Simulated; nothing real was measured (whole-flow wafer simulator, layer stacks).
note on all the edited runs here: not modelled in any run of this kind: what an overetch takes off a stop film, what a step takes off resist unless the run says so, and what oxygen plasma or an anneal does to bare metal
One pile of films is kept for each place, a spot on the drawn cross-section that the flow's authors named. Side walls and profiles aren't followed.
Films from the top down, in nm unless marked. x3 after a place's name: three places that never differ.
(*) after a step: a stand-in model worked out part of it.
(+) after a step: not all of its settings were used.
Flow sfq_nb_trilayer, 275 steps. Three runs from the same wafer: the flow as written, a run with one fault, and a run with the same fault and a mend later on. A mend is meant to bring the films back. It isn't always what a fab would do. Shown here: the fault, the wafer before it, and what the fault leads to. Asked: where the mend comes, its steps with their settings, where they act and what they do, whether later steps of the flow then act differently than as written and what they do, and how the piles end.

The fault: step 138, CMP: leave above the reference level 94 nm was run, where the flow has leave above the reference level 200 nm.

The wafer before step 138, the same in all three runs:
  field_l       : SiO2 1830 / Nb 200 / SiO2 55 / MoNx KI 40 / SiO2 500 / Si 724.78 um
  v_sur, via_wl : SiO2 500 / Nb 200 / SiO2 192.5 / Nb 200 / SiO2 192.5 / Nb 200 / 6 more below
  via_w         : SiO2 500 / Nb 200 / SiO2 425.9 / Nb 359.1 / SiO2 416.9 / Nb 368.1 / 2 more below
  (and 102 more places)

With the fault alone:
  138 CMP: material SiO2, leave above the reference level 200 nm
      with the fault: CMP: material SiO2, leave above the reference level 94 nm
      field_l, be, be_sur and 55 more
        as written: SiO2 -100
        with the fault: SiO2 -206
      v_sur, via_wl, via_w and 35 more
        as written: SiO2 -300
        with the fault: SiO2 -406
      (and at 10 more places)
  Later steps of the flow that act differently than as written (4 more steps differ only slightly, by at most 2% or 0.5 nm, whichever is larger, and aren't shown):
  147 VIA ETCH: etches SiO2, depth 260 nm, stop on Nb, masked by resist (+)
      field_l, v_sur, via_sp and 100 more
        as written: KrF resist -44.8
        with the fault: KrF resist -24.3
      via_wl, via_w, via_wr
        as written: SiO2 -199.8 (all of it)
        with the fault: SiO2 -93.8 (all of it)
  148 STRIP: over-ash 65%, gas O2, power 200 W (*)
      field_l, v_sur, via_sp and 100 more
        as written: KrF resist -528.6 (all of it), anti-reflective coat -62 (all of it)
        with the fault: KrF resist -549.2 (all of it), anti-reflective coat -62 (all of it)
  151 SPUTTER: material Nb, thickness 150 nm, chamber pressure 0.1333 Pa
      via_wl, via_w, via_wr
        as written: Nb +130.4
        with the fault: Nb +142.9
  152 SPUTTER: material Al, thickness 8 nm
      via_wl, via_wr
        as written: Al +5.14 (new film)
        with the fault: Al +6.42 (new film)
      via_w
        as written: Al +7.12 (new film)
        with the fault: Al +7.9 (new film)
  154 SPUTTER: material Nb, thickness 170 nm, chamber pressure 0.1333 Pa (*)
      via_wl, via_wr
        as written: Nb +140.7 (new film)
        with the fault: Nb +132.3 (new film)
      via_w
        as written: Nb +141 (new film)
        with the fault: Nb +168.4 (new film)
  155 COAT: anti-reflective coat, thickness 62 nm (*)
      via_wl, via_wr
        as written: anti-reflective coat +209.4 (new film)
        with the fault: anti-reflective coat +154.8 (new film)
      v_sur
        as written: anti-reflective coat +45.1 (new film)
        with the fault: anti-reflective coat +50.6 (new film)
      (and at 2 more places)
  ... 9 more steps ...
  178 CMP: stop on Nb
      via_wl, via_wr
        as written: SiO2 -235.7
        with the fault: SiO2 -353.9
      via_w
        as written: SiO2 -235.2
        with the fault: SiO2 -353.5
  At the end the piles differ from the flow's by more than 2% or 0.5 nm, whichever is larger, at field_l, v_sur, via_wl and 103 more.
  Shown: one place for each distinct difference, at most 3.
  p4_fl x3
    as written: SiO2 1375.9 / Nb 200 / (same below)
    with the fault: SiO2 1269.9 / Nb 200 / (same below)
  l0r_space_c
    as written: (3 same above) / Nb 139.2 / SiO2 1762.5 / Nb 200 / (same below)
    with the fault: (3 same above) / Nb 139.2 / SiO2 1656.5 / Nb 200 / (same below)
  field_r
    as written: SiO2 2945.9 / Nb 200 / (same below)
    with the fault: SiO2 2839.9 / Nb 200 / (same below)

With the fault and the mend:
  The mend comes after step 145.
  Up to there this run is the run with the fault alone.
  145a STRIP: over-ash 65%, gas O2, power 200 W (*)
      field_l, v_sur, via_sp and 100 more
        KrF resist -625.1 (all of it), anti-reflective coat -62 (all of it)
      via_wl, via_w, via_wr
        anti-reflective coat -62 (all of it)
  145b PECVD: material SiO2, thickness 106 nm, 150 C, 23.56 s, RF power 183.3 W, pressure 2.4 Torr, precursor SiH4/N2O (the flow's step 137 once more, with other settings)
      field_l, v_sur, via_wl and 103 more
        SiO2 +106
  145c COAT: anti-reflective coat, thickness 62 nm (the flow's step 140 once more)
      field_l, v_sur, via_wl and 103 more
        anti-reflective coat +62 (new film)
  145d COAT: KrF resist, thickness 650 nm (the flow's step 141 once more)
      field_l, v_sur, via_wl and 103 more
        KrF resist +650 (new film)
  145e SOFTBAKE: KrF resist (the flow's step 142 once more)
      changes no film at any place that is followed
  145f EXPOSE: photomask I4, dose 11.93 mJ/cm2, NA 0.6, wavelength 248 nm (*) (the flow's step 143 once more)
      changes no film at any place that is followed
  145g PEB: KrF resist, 90 s (the flow's step 144 once more)
      field_l, v_sur, via_wl and 103 more
        KrF resist -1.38
  145h DEVELOP: KrF resist, thickness 650 nm, 60 s (the flow's step 145 once more)
      field_l, v_sur, via_sp and 100 more
        KrF resist -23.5
      via_wl, via_w, via_wr
        KrF resist -648.6 (all of it)
  No later step of the flow acts differently than as written, at any place that is followed, by more than 2% or 0.5 nm, whichever is larger.
  At the end the piles are the same as the flow's at every place that both follow.
